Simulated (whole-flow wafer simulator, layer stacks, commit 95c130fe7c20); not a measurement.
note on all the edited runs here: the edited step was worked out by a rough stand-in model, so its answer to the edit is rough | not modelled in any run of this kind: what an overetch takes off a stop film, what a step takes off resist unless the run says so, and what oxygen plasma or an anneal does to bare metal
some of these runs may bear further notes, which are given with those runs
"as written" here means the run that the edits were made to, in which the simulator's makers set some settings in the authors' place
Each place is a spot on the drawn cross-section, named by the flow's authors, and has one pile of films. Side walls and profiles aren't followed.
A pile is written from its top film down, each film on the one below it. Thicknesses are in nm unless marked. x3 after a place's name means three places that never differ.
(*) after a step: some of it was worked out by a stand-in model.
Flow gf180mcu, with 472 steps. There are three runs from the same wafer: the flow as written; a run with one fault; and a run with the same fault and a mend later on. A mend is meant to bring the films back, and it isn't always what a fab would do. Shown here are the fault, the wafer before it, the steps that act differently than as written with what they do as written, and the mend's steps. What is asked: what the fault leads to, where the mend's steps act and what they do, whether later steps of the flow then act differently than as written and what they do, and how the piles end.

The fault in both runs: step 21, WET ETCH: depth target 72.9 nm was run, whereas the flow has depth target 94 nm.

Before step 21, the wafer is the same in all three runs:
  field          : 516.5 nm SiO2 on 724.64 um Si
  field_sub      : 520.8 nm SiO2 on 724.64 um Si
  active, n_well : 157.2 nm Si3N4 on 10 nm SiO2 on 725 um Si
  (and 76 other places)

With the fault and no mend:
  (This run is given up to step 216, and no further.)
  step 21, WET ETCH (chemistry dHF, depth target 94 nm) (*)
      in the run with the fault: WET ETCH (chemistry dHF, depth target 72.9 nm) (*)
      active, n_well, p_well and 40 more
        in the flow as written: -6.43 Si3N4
        in the run with the fault: -5 Si3N4
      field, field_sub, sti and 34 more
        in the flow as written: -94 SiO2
        in the run with the fault: -72.9 SiO2
  Later steps of the flow acting differently than as written (65 more steps, not shown, differ only slightly: by at most 2% or 0.5 nm, whichever is larger):
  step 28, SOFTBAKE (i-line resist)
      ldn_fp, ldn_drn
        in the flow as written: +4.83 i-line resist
        in the run with the fault: +7.35 i-line resist
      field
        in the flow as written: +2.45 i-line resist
        in the run with the fault: +3.98 i-line resist
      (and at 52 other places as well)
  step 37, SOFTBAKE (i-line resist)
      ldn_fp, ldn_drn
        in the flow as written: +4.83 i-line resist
        in the run with the fault: +7.35 i-line resist
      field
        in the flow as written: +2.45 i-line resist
        in the run with the fault: +3.98 i-line resist
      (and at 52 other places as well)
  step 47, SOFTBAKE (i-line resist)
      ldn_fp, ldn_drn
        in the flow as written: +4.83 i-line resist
        in the run with the fault: +7.35 i-line resist
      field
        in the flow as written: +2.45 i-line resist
        in the run with the fault: +3.98 i-line resist
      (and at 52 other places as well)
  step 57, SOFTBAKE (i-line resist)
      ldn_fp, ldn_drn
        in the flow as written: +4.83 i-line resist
        in the run with the fault: +7.35 i-line resist
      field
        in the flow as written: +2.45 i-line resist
        in the run with the fault: +3.98 i-line resist
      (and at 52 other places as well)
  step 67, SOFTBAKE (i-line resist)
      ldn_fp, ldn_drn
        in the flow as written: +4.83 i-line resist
        in the run with the fault: +7.35 i-line resist
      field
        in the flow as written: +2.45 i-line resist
        in the run with the fault: +3.98 i-line resist
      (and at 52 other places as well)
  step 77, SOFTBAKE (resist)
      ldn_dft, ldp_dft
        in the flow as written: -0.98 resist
        in the run with the fault: -1.49 resist
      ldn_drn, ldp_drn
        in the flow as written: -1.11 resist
        in the run with the fault: -1.69 resist
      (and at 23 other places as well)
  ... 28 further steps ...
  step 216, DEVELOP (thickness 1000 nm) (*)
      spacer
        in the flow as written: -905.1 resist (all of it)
        in the run with the fault: -924.2 resist (all of it)
  Once step 216 is done, the piles at field, field__w1, field__w2 and 67 more depart from the flow's by more than 2% or 0.5 nm, whichever is larger.
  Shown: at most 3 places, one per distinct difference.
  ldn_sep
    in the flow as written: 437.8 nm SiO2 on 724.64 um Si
    in the run with the fault: 458.8 nm SiO2 on 724.64 um Si
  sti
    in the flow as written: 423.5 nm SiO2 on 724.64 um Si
    in the run with the fault: 444.5 nm SiO2 on 724.64 um Si
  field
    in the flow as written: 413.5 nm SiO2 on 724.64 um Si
    in the run with the fault: 434.5 nm SiO2 on 724.64 um Si

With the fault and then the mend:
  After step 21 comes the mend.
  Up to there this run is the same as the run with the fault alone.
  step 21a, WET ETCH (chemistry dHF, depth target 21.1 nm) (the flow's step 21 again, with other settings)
      field, field_sub, sti and 34 more
        -21.1 SiO2
  Every later step of the flow that is run acts as written, at every place that is followed, to within 2% or 0.5 nm, whichever is larger.
  By the end, the piles equal the flow's at every place that both follow.
